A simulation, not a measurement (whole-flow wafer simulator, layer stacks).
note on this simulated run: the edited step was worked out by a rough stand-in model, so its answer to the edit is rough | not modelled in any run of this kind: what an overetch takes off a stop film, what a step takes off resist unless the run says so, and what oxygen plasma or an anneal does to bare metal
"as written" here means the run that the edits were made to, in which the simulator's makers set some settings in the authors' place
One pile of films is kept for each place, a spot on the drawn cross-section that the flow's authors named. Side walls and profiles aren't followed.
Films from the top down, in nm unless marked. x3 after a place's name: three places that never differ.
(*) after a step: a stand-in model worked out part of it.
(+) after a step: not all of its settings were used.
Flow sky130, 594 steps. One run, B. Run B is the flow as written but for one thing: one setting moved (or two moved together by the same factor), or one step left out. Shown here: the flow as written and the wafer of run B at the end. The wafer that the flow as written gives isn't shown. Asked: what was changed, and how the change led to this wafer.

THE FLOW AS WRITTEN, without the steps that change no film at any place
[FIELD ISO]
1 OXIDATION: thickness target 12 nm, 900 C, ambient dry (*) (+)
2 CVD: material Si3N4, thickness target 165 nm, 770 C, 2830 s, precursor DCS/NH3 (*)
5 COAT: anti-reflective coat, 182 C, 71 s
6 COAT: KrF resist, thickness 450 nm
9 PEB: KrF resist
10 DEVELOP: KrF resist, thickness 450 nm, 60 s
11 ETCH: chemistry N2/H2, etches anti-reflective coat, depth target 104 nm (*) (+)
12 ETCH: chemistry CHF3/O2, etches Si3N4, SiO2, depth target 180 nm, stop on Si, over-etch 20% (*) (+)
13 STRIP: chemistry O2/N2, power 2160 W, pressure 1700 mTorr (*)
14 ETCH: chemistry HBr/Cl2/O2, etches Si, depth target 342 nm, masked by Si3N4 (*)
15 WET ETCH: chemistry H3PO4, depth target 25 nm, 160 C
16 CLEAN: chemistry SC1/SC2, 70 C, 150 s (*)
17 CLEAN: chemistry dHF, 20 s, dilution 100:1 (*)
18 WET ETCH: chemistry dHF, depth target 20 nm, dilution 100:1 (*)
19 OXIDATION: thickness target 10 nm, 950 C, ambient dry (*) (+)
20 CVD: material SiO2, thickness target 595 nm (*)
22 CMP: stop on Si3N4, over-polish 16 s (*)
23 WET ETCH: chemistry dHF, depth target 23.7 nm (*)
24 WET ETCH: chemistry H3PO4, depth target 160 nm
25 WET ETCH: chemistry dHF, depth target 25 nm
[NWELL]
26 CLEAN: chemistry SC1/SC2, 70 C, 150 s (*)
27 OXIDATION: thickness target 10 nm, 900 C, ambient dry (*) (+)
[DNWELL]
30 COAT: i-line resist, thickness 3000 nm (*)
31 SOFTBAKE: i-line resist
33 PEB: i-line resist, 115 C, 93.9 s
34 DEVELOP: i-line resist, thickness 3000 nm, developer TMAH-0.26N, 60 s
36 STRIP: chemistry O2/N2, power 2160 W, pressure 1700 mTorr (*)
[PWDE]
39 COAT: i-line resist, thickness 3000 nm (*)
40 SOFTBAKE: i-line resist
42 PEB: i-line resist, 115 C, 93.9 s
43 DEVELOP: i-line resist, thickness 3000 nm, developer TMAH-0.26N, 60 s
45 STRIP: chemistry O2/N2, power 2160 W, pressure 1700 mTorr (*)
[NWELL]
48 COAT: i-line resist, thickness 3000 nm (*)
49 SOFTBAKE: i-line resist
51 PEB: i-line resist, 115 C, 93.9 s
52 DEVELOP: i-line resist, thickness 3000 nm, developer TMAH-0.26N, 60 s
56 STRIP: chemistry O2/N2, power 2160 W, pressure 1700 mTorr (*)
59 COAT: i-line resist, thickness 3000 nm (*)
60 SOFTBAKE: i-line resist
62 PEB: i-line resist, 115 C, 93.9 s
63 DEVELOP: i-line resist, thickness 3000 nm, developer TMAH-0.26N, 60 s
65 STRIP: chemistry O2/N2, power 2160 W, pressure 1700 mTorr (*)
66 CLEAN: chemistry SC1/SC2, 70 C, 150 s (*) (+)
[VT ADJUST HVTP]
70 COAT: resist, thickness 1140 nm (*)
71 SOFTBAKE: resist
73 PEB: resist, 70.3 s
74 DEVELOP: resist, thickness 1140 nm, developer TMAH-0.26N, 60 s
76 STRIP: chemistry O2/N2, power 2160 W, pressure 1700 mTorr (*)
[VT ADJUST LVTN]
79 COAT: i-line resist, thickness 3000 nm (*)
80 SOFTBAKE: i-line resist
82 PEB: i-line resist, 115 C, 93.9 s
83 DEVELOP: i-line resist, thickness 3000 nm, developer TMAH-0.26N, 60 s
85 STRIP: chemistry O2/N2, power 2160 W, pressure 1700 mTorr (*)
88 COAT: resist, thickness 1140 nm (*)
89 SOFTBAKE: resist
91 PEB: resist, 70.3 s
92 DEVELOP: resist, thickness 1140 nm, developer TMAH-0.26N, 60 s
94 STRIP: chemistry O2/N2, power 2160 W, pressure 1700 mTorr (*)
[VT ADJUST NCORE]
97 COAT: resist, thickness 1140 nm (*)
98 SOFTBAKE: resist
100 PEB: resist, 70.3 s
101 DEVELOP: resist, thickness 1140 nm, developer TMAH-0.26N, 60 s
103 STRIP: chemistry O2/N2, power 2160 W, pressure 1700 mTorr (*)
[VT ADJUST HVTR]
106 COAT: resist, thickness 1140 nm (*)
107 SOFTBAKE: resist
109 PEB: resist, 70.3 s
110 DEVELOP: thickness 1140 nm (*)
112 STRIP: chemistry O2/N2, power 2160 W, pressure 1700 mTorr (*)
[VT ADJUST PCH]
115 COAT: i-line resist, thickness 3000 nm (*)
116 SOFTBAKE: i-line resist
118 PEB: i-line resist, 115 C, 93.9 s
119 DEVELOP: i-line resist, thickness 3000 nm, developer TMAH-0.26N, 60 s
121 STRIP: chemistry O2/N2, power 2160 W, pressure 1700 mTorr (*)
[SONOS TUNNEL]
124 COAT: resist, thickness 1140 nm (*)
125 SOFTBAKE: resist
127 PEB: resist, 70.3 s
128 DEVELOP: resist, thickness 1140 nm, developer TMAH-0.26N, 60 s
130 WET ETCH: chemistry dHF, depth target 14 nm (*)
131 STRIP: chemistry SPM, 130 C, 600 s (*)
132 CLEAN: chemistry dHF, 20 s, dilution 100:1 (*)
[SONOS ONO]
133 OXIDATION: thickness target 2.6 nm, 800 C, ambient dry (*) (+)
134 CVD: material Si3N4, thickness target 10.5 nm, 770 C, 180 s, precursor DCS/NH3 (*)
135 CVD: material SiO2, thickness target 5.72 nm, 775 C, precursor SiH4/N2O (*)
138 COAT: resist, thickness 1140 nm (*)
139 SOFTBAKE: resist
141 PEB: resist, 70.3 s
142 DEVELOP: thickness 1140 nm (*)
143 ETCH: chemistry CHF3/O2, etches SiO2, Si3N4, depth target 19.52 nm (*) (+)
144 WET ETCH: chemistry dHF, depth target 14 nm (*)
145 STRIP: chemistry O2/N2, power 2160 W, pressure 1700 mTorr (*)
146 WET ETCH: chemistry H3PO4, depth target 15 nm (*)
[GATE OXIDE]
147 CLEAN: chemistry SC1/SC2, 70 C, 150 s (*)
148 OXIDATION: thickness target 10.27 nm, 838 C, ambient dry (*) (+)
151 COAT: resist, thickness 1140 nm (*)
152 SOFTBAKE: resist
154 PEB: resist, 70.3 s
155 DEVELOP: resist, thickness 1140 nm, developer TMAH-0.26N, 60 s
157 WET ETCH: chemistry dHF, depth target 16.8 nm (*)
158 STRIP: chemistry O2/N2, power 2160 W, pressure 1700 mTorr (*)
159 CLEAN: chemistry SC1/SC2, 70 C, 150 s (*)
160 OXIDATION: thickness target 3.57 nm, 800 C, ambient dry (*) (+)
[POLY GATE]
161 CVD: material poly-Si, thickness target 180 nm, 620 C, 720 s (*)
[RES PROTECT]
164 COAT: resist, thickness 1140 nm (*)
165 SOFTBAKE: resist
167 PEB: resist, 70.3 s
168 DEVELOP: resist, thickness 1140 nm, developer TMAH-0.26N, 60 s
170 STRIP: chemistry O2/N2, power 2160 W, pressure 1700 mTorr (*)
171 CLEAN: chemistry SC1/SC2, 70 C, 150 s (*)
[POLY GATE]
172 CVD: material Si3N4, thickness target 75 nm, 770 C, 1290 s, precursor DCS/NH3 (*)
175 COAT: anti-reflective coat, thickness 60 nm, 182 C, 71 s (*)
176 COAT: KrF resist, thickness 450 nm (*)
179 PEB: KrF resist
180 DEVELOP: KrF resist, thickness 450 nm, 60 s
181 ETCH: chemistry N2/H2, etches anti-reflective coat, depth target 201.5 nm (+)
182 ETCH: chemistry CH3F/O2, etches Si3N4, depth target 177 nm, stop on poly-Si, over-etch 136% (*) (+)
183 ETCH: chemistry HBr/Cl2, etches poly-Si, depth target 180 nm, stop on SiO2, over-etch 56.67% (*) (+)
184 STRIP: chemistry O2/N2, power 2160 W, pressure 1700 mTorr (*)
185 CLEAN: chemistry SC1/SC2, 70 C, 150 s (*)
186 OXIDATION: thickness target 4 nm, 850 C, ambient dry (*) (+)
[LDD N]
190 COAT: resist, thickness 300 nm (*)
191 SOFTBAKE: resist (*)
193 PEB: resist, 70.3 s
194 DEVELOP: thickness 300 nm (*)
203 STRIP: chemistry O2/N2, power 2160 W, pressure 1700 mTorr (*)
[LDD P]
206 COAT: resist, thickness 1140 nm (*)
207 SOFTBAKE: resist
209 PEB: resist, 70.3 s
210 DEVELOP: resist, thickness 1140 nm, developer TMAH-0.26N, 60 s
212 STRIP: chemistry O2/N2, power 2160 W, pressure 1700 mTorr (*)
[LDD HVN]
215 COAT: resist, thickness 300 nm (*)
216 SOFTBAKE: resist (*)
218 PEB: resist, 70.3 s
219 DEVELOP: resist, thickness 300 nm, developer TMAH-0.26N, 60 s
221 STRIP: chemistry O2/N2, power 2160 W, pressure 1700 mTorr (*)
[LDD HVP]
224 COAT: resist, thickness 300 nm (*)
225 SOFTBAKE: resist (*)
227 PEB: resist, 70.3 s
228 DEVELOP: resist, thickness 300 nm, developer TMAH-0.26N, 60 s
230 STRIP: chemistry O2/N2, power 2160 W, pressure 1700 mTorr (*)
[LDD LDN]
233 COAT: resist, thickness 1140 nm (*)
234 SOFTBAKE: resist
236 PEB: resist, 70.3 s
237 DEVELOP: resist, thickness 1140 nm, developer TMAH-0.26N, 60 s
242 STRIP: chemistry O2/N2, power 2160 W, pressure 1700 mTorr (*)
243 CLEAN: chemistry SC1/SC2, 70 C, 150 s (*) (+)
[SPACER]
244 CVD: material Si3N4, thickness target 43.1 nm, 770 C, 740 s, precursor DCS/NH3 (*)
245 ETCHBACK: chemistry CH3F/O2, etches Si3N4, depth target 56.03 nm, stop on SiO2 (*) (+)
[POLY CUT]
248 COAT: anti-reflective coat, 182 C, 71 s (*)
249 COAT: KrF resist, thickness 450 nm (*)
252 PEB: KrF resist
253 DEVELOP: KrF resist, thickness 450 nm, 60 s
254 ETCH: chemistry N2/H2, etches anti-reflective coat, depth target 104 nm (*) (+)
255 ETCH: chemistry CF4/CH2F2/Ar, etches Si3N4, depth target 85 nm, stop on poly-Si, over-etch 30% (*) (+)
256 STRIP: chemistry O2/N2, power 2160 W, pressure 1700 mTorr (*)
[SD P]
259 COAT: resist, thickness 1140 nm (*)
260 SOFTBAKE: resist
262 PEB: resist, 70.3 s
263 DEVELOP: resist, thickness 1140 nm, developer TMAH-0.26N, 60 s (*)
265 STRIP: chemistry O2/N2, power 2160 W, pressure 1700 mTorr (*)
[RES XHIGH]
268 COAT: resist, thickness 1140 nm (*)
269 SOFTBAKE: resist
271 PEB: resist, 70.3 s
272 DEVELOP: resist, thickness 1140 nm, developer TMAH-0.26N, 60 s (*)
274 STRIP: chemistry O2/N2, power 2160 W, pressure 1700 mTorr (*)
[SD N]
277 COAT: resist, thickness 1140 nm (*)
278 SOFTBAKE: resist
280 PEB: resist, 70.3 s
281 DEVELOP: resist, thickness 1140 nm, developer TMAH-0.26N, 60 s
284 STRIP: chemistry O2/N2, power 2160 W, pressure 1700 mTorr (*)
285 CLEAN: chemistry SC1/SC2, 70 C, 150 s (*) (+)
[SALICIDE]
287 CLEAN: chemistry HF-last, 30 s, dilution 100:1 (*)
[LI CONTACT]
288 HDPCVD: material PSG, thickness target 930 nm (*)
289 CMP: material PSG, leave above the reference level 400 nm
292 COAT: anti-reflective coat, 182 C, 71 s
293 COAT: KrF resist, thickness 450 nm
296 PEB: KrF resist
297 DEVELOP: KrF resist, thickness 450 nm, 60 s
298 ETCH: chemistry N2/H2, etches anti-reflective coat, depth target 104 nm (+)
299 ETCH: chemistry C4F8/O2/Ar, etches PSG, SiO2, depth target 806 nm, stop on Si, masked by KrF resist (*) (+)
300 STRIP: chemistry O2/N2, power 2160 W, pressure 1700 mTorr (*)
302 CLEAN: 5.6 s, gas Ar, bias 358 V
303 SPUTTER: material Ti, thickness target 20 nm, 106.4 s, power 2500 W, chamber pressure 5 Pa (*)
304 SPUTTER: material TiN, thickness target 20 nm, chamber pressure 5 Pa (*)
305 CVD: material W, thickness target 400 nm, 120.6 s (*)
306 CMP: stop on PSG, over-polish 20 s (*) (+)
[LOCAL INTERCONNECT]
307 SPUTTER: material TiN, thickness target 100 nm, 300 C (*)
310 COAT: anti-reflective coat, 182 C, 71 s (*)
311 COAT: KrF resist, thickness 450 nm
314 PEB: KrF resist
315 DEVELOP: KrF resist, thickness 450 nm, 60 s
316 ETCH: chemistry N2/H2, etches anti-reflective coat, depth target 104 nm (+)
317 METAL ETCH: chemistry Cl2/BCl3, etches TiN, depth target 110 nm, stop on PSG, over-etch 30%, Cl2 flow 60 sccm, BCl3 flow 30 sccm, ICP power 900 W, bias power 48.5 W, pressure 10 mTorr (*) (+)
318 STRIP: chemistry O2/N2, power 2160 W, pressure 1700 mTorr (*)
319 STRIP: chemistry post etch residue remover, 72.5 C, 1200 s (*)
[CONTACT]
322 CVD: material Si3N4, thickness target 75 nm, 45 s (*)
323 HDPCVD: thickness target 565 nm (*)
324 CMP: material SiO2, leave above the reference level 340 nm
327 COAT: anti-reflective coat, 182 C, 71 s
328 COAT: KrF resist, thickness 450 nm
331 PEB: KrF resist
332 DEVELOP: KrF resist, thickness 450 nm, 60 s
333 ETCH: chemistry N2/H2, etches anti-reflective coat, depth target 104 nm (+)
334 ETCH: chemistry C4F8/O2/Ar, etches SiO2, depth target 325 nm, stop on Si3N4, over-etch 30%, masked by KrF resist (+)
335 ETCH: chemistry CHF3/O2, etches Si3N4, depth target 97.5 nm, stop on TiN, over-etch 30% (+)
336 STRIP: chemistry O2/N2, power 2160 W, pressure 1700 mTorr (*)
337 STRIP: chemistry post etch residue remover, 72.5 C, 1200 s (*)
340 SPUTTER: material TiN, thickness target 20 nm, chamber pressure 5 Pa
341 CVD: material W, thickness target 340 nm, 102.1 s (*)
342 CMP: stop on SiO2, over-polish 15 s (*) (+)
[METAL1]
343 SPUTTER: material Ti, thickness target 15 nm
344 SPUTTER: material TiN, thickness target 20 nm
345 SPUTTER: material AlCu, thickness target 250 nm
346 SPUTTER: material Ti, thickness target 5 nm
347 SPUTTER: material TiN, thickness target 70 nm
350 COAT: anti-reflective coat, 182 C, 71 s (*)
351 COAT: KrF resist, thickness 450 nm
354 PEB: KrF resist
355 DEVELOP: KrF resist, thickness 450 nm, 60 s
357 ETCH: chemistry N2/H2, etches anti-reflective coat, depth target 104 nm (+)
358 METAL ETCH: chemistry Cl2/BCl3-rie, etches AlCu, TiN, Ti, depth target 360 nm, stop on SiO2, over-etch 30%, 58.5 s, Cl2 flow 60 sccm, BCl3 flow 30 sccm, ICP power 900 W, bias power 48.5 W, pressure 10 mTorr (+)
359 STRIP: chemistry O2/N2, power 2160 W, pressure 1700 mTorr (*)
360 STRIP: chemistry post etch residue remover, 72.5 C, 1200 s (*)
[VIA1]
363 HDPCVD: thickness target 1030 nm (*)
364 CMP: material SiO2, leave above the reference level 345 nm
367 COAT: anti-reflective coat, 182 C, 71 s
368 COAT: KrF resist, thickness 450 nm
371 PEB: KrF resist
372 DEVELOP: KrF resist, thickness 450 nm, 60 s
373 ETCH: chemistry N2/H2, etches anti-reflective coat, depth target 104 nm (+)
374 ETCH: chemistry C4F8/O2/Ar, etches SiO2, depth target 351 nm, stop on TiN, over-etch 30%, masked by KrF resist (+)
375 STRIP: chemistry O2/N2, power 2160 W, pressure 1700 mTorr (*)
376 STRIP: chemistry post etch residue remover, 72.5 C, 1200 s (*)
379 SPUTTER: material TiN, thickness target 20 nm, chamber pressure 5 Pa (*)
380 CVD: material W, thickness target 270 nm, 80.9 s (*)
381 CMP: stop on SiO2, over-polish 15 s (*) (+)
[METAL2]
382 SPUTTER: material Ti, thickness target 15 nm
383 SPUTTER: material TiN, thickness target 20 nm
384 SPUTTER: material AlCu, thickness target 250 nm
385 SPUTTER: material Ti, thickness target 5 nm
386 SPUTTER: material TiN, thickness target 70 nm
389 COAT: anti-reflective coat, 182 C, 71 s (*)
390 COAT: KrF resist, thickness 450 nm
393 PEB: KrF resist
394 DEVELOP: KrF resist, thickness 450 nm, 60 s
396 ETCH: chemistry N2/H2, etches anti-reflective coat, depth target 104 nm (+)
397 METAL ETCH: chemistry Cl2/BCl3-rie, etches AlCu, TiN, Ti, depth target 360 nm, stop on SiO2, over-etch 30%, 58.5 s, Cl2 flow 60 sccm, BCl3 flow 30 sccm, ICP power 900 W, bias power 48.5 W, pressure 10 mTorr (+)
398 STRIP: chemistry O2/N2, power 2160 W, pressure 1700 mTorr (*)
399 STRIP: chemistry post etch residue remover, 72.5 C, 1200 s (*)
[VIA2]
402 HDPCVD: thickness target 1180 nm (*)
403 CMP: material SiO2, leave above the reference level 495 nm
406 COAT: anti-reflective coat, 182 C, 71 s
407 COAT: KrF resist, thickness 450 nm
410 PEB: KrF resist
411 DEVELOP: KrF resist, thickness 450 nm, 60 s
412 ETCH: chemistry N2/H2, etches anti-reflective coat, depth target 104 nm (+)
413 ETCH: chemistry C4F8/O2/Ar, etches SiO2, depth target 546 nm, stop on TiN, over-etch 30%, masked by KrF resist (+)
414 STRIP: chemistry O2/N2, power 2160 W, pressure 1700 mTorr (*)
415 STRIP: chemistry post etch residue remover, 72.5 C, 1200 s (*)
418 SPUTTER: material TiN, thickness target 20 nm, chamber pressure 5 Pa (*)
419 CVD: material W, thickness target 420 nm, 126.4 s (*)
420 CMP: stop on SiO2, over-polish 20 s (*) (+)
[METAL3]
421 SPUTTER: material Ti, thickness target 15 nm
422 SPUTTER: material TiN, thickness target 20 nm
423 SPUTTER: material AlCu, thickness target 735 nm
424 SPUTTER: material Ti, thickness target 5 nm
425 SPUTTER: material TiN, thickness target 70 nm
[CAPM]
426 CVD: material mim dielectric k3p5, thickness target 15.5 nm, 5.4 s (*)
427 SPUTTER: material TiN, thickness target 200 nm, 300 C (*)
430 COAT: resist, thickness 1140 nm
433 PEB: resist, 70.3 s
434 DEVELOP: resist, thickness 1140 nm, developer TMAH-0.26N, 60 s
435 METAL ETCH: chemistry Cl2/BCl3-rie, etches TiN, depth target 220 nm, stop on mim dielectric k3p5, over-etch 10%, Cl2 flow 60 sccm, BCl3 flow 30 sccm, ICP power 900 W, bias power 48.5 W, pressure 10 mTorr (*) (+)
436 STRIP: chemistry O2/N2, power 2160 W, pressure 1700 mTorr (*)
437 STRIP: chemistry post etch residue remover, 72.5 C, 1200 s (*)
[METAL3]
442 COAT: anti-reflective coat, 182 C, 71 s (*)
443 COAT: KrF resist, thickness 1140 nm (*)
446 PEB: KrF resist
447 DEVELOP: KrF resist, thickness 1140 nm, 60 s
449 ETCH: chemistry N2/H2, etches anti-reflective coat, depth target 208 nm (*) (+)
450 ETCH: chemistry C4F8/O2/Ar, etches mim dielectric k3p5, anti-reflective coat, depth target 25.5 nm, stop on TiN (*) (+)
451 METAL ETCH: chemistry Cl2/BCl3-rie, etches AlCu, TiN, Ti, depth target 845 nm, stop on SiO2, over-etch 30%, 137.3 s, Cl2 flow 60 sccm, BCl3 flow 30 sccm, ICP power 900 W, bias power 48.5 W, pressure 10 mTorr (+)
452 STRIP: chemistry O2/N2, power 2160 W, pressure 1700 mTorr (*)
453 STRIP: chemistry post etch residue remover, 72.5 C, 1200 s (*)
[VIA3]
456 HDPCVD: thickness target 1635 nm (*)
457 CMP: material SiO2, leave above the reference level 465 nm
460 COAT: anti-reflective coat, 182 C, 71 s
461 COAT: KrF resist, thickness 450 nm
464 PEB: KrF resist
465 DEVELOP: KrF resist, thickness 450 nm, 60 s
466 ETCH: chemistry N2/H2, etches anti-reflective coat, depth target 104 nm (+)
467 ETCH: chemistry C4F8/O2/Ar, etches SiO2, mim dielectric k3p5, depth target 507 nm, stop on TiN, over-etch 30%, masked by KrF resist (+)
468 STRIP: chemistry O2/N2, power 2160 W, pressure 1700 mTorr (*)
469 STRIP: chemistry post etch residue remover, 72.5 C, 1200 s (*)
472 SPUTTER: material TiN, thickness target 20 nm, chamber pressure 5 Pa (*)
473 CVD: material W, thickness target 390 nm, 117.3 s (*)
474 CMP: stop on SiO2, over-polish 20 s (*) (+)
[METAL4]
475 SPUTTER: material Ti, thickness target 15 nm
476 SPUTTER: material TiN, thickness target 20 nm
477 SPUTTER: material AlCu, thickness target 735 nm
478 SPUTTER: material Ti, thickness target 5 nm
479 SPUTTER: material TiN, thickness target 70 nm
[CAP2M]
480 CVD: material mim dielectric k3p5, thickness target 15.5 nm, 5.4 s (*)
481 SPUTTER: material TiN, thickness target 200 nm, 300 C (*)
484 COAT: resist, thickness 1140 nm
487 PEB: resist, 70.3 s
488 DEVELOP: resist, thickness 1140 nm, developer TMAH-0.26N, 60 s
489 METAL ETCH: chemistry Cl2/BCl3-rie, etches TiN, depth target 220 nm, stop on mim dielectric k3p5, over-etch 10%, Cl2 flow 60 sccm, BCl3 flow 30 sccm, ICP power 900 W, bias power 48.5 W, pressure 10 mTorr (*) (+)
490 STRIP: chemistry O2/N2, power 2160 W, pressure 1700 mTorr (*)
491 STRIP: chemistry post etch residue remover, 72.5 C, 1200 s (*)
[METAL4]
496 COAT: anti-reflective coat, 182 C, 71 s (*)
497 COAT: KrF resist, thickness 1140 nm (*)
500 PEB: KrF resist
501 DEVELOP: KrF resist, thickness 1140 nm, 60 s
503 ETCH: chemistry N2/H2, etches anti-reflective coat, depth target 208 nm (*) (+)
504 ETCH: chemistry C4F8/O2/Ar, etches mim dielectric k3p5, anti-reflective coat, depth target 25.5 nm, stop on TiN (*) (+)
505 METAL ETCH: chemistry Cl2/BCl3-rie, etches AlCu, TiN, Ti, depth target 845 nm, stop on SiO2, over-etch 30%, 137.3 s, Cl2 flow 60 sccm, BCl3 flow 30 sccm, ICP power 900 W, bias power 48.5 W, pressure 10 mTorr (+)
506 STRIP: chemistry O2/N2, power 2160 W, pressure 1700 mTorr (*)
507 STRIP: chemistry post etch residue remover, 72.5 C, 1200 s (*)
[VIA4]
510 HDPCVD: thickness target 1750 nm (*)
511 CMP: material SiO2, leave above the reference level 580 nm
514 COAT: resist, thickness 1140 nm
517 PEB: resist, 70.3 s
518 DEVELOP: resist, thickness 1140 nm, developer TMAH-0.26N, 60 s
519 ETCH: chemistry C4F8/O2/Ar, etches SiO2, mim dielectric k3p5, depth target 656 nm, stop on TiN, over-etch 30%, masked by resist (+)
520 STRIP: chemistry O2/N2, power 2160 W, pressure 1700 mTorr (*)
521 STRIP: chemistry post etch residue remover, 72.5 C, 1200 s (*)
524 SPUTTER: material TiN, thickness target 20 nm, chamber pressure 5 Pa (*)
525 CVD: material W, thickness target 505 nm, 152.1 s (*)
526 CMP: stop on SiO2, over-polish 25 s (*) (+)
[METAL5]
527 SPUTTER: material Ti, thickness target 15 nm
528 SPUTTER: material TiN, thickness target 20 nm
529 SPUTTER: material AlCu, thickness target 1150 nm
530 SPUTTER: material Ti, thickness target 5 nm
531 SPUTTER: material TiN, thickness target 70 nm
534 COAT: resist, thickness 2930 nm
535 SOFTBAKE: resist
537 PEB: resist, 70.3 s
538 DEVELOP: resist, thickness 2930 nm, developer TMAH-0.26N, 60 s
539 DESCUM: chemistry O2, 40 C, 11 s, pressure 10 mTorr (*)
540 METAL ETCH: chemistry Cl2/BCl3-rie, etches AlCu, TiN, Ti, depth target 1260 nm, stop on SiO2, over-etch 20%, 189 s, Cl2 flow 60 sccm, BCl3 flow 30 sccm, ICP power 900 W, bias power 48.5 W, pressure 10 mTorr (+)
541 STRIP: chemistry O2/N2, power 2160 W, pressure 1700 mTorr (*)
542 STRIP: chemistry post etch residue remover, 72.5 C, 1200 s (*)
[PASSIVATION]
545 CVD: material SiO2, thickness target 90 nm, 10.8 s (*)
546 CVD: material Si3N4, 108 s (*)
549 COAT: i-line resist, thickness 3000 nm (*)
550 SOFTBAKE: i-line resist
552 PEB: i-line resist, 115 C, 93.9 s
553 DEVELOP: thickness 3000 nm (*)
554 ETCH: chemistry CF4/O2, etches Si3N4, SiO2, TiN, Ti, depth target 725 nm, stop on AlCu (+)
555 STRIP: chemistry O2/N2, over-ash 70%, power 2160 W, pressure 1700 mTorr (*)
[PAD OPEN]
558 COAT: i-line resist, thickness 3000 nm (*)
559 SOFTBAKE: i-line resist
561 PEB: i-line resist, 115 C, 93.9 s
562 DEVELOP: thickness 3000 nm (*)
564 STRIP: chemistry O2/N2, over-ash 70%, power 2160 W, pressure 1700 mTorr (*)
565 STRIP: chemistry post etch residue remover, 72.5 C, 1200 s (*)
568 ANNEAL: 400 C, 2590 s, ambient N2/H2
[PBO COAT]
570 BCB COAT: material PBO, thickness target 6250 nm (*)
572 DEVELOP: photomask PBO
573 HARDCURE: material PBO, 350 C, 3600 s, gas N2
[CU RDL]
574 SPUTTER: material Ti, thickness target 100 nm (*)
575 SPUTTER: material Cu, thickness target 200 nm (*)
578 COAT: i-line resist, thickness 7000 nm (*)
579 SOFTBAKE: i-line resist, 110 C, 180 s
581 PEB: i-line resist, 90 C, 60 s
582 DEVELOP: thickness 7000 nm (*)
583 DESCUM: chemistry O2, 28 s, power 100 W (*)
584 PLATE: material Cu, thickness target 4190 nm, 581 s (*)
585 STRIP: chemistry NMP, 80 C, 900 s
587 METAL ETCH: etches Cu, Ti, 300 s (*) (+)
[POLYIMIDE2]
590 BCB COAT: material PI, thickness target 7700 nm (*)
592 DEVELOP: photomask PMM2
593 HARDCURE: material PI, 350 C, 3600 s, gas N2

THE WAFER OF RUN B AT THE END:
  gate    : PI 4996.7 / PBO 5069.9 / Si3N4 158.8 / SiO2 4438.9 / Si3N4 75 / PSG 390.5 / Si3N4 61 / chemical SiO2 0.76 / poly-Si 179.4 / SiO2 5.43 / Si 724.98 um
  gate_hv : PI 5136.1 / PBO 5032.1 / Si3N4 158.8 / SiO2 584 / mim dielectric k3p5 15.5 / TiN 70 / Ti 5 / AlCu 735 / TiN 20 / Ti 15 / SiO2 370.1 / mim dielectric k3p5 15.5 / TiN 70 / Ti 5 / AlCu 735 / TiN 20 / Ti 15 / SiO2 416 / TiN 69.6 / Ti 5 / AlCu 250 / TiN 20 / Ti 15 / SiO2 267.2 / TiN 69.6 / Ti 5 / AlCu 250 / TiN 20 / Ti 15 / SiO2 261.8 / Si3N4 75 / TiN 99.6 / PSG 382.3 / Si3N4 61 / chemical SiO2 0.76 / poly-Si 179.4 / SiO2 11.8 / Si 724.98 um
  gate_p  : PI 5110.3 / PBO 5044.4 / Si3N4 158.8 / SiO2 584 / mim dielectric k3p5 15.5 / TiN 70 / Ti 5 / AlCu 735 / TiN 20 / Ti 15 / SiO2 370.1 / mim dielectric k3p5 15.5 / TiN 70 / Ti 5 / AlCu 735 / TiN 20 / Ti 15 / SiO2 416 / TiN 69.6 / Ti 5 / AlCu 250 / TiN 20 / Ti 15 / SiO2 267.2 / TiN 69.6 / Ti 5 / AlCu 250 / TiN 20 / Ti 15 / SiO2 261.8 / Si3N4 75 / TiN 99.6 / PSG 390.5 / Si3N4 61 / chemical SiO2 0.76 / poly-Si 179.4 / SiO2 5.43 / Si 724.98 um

The cause: step 160, OXIDATION: 860 C was run, where the flow has 800 C.

How the change led to this, step by step:
  160 OXIDATION: thickness target 3.57 nm, 800 C, ambient dry (*) (+)
      active, n_well, p_well and 58 more: SiO2 +5.43 (new film), chemical SiO2 -0.76 (all of it), Si -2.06 (as written it would be: SiO2 +3.57 (new film), chemical SiO2 -0.76 (all of it), Si -1.24)
      gate_hv, m1, pad and 37 more: SiO2 +1.89, Si -0.83 (as written it would be: SiO2 +0.85, Si -0.37)
  299 ETCH: chemistry C4F8/O2/Ar, etches PSG, SiO2, depth target 806 nm, stop on Si, masked by KrF resist (*) (+)
      contact, ndiff_licon, ndiff_licon_cpp: PSG -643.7 (all of it), SiO2 -2.84 (all of it) (as written it would be: PSG -643.6 (all of it), SiO2 -1.16 (all of it))
  303 SPUTTER: material Ti, thickness target 20 nm, 106.4 s, power 2500 W, chamber pressure 5 Pa (*)
      ndiff_licon_cpp: Ti +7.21 (new film) (as written it would be: Ti +6.53 (new film))
  306 CMP: stop on PSG, over-polish 20 s (*) (+)
      poly_licon: W -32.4 (as written it would be: W -33.3)
